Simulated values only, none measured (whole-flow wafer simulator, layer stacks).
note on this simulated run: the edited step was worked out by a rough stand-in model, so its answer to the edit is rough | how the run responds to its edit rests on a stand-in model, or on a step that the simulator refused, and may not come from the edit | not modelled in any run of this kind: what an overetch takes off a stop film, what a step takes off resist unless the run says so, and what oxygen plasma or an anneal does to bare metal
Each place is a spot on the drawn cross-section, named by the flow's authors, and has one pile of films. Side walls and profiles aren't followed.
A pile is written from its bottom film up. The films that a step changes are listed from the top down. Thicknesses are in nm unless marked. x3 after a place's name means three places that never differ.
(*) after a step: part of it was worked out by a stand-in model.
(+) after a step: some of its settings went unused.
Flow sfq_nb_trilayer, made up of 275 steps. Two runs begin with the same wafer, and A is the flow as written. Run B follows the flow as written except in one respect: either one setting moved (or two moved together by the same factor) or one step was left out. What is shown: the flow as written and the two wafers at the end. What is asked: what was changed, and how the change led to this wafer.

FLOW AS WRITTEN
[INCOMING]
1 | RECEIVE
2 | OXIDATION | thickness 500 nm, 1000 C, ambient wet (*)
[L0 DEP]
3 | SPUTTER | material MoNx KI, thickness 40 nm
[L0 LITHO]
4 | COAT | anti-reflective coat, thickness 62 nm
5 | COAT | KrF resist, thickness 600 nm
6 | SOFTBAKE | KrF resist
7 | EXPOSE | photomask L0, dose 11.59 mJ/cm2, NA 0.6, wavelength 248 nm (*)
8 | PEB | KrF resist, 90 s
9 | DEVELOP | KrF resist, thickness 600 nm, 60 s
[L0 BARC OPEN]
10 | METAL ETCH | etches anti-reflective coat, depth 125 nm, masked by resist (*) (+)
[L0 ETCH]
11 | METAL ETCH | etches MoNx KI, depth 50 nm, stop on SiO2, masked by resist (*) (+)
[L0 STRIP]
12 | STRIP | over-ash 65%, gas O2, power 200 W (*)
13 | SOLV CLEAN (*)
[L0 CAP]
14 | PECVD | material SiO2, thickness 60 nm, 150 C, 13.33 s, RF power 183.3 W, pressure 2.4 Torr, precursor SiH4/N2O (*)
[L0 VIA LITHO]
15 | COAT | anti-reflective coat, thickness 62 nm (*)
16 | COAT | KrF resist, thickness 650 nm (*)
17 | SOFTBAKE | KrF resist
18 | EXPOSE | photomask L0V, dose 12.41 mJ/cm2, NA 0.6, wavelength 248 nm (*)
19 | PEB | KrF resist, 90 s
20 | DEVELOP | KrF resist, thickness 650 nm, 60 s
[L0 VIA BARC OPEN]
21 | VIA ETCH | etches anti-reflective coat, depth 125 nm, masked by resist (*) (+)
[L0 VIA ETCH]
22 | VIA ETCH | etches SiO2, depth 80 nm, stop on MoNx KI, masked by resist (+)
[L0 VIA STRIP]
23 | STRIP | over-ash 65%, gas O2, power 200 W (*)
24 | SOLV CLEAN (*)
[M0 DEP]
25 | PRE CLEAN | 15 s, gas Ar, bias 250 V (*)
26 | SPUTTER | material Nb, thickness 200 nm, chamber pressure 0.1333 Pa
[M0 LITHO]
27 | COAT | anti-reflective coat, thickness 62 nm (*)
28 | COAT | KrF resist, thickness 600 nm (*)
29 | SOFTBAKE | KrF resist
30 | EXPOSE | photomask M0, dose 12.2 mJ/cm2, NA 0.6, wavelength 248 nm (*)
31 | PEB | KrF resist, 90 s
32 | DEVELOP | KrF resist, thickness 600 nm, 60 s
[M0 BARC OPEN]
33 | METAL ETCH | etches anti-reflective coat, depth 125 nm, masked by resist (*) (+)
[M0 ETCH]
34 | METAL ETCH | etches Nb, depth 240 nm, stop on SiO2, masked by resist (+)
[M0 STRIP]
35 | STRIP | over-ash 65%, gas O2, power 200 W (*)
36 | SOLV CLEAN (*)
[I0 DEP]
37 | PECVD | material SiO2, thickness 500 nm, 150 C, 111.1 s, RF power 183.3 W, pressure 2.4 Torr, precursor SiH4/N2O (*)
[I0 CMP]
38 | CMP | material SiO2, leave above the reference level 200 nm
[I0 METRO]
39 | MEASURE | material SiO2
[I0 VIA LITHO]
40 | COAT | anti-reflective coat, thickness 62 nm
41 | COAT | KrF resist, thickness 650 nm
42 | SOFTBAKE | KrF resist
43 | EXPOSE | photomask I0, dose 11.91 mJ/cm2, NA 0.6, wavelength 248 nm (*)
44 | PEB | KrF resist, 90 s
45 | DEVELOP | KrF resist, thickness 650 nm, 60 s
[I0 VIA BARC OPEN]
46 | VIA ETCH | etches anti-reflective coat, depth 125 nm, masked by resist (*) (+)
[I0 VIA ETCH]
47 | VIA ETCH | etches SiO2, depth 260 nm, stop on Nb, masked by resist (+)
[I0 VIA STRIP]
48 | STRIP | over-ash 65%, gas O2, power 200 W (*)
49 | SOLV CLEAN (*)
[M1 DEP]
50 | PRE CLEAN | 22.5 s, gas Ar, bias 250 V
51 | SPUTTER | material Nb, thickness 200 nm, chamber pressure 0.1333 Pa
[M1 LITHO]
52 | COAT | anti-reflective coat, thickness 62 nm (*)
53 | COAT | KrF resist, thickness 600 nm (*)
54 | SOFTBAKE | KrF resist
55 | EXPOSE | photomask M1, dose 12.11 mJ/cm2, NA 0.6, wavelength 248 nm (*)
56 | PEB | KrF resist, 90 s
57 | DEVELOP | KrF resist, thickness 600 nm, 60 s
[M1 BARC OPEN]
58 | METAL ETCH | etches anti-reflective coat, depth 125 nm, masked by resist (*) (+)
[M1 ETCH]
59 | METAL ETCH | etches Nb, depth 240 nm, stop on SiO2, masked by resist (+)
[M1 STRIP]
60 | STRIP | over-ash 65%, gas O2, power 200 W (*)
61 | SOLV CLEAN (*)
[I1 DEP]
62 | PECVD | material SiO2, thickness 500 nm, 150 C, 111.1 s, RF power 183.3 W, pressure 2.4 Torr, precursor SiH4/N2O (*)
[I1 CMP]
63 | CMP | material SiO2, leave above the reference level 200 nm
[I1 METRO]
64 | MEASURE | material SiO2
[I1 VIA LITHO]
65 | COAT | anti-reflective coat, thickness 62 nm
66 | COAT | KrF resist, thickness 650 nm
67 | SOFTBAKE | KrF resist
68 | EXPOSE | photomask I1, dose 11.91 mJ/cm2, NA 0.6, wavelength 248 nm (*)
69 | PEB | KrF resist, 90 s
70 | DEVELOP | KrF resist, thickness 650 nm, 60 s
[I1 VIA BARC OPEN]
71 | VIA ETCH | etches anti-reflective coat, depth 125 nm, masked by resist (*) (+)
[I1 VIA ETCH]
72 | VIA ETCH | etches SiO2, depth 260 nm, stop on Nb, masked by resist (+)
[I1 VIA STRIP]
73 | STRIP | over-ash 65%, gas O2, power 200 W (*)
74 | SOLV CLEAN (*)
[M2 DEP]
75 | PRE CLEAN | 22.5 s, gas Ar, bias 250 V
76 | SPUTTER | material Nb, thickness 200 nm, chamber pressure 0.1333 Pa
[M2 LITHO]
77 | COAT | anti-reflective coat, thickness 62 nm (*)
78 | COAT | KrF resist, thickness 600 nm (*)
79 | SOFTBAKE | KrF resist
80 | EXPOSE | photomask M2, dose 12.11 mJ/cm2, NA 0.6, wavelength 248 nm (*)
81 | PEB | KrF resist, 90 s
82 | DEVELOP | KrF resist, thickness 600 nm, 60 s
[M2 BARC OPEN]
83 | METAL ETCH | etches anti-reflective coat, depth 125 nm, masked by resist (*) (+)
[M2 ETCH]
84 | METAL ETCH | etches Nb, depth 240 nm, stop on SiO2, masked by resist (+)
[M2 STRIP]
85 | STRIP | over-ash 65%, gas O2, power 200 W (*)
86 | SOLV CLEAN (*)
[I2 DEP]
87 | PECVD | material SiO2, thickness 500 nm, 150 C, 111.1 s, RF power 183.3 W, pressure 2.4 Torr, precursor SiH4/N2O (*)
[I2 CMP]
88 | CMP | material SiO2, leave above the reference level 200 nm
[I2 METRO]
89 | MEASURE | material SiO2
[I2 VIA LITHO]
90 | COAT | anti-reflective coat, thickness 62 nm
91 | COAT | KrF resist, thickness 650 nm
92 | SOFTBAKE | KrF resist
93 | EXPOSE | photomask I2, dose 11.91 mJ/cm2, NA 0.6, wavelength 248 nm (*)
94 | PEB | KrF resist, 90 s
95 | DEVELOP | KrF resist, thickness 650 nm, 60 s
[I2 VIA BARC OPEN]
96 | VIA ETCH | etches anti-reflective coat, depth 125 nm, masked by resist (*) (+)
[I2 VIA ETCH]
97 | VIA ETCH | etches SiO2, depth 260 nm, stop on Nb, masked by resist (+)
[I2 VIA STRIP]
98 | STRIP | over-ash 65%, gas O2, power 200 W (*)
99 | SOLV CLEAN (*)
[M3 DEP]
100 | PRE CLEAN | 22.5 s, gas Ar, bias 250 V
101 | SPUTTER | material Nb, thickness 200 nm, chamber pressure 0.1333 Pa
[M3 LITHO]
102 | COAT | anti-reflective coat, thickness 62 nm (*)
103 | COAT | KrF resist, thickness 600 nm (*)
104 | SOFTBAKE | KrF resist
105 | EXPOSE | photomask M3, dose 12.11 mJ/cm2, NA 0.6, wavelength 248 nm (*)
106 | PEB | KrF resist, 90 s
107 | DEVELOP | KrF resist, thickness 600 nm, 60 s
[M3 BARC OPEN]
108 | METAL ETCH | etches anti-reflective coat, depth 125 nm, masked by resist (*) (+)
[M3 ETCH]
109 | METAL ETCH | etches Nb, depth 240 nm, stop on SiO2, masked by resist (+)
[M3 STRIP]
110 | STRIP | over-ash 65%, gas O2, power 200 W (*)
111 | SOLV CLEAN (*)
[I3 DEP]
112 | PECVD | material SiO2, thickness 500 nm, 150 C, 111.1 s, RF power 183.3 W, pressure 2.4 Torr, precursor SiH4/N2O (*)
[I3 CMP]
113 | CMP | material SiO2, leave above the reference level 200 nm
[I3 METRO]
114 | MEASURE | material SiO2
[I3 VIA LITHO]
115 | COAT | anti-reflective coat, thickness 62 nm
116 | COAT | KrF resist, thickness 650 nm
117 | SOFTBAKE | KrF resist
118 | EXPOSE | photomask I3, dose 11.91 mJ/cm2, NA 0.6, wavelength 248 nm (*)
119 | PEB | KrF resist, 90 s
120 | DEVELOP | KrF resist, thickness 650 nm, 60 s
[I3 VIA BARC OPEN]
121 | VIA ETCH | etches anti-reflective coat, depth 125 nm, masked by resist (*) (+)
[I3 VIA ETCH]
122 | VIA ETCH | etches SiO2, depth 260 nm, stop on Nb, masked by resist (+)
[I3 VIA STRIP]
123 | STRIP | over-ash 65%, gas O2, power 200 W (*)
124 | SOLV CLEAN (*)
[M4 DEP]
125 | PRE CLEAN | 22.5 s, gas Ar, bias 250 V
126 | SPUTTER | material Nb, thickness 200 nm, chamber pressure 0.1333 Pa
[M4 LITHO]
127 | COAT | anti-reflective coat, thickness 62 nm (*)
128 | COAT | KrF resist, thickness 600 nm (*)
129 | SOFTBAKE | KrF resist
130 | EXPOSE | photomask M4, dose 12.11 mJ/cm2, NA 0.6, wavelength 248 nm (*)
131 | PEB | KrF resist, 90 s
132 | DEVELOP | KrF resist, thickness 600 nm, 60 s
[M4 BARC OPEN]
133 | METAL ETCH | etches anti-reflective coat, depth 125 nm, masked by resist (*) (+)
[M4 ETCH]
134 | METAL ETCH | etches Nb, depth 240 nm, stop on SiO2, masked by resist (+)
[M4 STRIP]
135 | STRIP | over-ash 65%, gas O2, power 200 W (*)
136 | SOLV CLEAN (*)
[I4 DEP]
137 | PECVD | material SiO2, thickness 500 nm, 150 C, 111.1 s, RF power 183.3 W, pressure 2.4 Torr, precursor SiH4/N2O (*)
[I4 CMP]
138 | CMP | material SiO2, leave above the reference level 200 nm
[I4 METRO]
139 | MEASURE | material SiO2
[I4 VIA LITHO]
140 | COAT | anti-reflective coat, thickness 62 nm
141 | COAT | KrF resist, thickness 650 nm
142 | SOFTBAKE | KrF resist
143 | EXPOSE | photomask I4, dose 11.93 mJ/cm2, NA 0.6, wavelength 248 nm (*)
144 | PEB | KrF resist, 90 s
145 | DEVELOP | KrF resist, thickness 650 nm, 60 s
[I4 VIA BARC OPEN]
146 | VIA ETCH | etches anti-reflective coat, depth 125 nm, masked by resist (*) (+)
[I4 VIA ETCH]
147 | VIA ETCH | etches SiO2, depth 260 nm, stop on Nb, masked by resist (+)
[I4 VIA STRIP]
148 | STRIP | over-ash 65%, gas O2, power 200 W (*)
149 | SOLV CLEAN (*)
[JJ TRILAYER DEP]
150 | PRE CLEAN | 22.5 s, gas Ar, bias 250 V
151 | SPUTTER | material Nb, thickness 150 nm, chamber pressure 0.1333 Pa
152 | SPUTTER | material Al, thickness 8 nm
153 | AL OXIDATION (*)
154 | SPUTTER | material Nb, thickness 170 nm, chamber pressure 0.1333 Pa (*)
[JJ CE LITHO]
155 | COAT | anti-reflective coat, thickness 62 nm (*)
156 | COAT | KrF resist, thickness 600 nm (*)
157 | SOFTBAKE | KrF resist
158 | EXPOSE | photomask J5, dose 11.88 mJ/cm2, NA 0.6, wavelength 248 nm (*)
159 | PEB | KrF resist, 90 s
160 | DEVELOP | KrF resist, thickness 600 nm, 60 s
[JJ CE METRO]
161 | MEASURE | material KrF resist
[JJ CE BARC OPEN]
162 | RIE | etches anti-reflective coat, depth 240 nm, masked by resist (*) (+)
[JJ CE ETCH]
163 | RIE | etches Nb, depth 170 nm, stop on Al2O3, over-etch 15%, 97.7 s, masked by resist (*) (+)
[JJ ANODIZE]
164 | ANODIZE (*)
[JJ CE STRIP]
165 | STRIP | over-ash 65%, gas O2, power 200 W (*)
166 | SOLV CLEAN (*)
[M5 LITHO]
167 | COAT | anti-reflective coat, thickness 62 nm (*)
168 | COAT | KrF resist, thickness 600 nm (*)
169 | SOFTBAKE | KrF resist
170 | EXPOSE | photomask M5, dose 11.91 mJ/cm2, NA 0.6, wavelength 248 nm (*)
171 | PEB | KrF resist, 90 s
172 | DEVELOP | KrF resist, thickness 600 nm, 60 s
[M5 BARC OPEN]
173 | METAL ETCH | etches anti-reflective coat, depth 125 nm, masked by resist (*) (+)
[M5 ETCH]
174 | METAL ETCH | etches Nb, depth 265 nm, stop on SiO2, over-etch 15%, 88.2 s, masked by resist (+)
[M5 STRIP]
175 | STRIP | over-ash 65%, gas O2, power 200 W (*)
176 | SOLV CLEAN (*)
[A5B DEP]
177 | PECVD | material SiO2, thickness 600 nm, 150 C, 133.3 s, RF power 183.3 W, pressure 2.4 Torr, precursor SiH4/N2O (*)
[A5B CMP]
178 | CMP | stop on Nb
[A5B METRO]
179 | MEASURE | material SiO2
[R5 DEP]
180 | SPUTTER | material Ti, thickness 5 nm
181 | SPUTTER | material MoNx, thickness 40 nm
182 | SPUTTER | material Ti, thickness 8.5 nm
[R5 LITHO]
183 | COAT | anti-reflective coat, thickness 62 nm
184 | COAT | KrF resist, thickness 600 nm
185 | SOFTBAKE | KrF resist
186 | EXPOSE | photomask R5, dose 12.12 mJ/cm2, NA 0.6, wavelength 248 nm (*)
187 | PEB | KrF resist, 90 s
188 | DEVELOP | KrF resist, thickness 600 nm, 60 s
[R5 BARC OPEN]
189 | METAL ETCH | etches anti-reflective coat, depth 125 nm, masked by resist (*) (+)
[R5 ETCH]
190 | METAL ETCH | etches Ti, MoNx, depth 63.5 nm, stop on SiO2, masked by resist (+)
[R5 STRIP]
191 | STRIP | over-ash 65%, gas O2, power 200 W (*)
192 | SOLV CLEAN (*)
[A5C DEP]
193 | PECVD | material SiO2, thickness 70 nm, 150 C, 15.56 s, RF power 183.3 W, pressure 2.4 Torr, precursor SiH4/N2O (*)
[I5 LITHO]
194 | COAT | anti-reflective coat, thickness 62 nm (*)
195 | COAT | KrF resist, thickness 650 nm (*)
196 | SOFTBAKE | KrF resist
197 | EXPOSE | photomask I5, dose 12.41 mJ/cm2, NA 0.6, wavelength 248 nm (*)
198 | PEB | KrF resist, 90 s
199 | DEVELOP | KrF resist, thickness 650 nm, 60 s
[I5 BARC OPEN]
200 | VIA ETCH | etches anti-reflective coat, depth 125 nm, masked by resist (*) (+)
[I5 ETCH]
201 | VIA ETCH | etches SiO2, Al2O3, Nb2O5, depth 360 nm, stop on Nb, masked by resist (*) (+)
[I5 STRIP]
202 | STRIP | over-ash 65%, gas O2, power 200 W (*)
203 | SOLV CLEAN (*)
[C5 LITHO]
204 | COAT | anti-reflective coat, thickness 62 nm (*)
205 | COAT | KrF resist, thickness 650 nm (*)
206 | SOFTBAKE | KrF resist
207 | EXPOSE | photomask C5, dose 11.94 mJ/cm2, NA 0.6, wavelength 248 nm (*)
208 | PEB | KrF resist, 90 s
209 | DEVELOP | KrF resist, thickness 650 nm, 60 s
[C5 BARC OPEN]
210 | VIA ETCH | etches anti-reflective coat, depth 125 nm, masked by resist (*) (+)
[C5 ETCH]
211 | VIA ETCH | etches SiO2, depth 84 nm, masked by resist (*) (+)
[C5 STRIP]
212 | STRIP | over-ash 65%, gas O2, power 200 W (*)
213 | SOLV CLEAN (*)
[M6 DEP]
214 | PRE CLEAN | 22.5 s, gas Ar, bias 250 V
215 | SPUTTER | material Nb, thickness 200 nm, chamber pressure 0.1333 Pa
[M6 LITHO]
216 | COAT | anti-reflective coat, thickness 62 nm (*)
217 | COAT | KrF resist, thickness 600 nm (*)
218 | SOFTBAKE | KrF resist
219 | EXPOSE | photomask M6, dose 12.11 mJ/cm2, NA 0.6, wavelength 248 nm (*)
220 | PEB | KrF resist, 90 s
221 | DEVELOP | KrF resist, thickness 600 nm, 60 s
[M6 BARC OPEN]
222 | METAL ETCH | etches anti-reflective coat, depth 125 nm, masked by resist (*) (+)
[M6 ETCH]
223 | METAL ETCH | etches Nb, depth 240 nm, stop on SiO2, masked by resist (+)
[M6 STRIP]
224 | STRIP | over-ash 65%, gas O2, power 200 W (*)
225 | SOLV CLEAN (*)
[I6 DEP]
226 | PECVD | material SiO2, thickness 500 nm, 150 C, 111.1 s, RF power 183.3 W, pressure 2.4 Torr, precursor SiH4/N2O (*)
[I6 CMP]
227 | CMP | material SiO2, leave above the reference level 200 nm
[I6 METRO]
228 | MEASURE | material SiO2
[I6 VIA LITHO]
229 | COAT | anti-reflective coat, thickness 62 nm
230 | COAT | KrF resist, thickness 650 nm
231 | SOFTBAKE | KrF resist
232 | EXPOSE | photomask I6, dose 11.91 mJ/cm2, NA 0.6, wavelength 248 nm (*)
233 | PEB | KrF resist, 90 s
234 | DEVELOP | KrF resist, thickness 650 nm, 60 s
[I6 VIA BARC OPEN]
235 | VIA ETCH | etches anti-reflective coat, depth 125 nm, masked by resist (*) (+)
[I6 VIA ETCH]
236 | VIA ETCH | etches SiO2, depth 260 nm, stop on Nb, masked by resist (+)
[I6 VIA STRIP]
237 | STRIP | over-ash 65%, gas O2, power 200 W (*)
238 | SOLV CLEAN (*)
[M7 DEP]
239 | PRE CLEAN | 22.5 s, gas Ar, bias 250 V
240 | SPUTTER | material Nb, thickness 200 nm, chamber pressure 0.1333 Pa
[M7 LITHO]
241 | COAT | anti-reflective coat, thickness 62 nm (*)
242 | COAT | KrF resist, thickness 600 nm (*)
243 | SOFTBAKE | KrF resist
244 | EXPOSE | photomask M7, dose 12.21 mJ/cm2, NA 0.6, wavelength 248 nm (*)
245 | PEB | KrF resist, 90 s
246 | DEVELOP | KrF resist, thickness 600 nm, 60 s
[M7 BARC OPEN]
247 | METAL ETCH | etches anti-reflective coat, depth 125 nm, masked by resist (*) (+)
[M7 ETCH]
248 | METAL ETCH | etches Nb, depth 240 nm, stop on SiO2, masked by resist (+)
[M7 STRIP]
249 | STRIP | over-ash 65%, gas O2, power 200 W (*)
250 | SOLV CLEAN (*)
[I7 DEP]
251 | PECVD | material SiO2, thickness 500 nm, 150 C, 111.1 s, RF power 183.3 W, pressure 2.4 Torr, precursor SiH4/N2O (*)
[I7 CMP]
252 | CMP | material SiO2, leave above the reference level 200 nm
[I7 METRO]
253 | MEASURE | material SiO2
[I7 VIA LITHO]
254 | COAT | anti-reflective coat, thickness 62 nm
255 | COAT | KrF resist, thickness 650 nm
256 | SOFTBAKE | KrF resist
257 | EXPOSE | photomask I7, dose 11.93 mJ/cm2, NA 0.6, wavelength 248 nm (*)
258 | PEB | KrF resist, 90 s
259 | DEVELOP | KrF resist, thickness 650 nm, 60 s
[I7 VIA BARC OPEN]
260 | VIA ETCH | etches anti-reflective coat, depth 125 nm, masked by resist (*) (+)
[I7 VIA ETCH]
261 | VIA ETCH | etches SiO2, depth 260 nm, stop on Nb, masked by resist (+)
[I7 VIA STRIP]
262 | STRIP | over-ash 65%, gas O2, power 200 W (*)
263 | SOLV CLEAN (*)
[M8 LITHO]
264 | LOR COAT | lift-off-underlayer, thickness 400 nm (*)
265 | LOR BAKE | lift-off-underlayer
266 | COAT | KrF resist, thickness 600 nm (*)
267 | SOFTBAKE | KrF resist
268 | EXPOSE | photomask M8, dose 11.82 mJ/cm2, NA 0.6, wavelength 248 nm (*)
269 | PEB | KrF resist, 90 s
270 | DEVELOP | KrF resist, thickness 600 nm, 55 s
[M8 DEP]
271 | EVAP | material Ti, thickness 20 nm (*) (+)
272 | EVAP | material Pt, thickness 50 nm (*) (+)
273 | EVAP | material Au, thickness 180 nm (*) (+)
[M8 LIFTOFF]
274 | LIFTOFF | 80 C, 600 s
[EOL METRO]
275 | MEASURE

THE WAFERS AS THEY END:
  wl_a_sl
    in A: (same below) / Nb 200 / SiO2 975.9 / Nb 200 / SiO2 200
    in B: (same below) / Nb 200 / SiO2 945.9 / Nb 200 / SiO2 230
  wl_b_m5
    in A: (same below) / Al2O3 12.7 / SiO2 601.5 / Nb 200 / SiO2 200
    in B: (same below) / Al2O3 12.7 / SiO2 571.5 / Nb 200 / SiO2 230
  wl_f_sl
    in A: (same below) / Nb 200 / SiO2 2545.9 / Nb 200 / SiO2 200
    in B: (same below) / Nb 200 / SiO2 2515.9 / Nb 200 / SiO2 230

Cause: step 226, PECVD: thickness 370 nm was run, though the flow has thickness 500 nm; step 226, PECVD: 82.22 s was run, where the flow has 111.1 s.

Step by step, how the change led to this:
  226 | PECVD | material SiO2, thickness 500 nm, 150 C, 111.1 s, RF power 183.3 W, pressure 2.4 Torr, precursor SiH4/N2O (*)
      field_l, p4_fl, p4_fm and 62 more: A SiO2 gains 500 | B SiO2 gains 370
      v_sur, via_wl, via_w and 21 more: A SiO2 gains 500 (new film) | B SiO2 gains 370 (new film)
      (as well as at 17 more places)
  227 | CMP | material SiO2, leave above the reference level 200 nm
      field_l, p4_fl, p4_fm and 59 more: A SiO2 loses 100 | B nothing
      moat, field_r, lsp_l, ln_m5, lsp_m: A SiO2 loses 93.6 | B nothing
      (as well as at 39 more places)
  229 | COAT | anti-reflective coat, thickness 62 nm
      via_wl, via_wr, c5j, ce_r, res: A anti-reflective coat gains 62 (new film) | B anti-reflective coat gains 59.8 (new film)
      m0r_space_l, m0r_space_r, m7r_space_l, m7r_space_r: A anti-reflective coat gains 62 (new film) | B anti-reflective coat gains 66.2 (new film)
      (as well as at 53 more places)
  230 | COAT | KrF resist, thickness 650 nm
      ce_l, wl_f_m6: A KrF resist gains 650 (new film) | B KrF resist gains 635.3 (new film)
      via_v: A KrF resist gains 650 (new film) | B KrF resist gains 635.8 (new film)
      (as well as at 5 more places)
  234 | DEVELOP | KrF resist, thickness 650 nm, 60 s
      via_v: A KrF resist loses 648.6 (all of it) | B KrF resist loses 634.5 (all of it)
  235 | VIA ETCH | etches anti-reflective coat, depth 125 nm, masked by resist (*) (+)
      field_l, v_sur, via_wl and 102 more: A KrF resist loses 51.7 | B KrF resist loses 49.6
      via_v: A anti-reflective coat loses 62 (all of it), SiO2 loses 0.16 | B anti-reflective coat loses 59.5 (all of it), SiO2 loses 0.15
  237 | STRIP | over-ash 65%, gas O2, power 200 W (*)
      m0r_space_l, m0r_space_r, m7r_space_l, m7r_space_r: A KrF resist loses 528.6 (all of it), anti-reflective coat loses 62 (all of it) | B KrF resist loses 533.8 (all of it), anti-reflective coat loses 66.2 (all of it)
      via_w, via_sp: A KrF resist loses 528.6 (all of it), anti-reflective coat loses 62 (all of it) | B KrF resist loses 520.3 (all of it), anti-reflective coat loses 59.7 (all of it)
      (as well as at 55 more places)
  240 | SPUTTER | material Nb, thickness 200 nm, chamber pressure 0.1333 Pa
      be: A Nb gains 200 (new film) | B Nb gains 149.4 (new film)
      gap: A Nb gains 200 (new film) | B Nb gains 194.4 (new film)
  241 | COAT | anti-reflective coat, thickness 62 nm (*)
      wl_a_sr, wl_c_sl, m0r_space_l, m7r_space_l: A anti-reflective coat gains 62 (new film) | B anti-reflective coat gains 65.6 (new film)
      be_r, r_sur, res: A anti-reflective coat gains 61.7 (new film) | B anti-reflective coat gains 59.5 (new film)
      (as well as at 53 more places)
  242 | COAT | KrF resist, thickness 600 nm (*)
      via_wl: A KrF resist gains 596.9 (new film) | B KrF resist gains 584.6 (new film)
      wire: A KrF resist gains 591.7 (new film) | B KrF resist gains 568.3 (new film)
      (as well as at 8 more places)
  246 | DEVELOP | KrF resist, thickness 600 nm, 60 s
      wl_c_m6: A KrF resist loses 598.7 (all of it) | B KrF resist loses 584.8 (all of it)
  247 | METAL ETCH | etches anti-reflective coat, depth 125 nm, masked by resist (*) (+)
      wl_c_sl, m0r_space_l, m7r_space_l: A anti-reflective coat loses 62 (all of it) | B anti-reflective coat loses 65.6 (all of it)
      m0r_space_r, m7r_space_r: A anti-reflective coat loses 62 (all of it) | B anti-reflective coat loses 65.7 (all of it)
      (as well as at 22 more places)
  249 | STRIP | over-ash 65%, gas O2, power 200 W (*)
      v_sur: A KrF resist loses 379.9 (all of it), anti-reflective coat loses 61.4 (all of it) | B KrF resist loses 369.6 (all of it), anti-reflective coat loses 54.6 (all of it)
      via_wl: A KrF resist loses 379.3 (all of it), anti-reflective coat loses 61.3 (all of it) | B KrF resist loses 366.5 (all of it), anti-reflective coat loses 59 (all of it)
      (as well as at 31 more places)
  251 | PECVD | material SiO2, thickness 500 nm, 150 C, 111.1 s, RF power 183.3 W, pressure 2.4 Torr, precursor SiH4/N2O (*)
      be: A SiO2 gains 500 (new film) | B SiO2 gains 656.8 (new film)
  252 | CMP | material SiO2, leave above the reference level 200 nm
      field_l, p4_fl, p4_fm and 48 more: A SiO2 loses 100 | B SiO2 loses 70
      wl_a_sl, wl_a_sr, wl_b_sl and 9 more: A SiO2 loses 300 | B SiO2 loses 270
      (as well as at 12 more places)
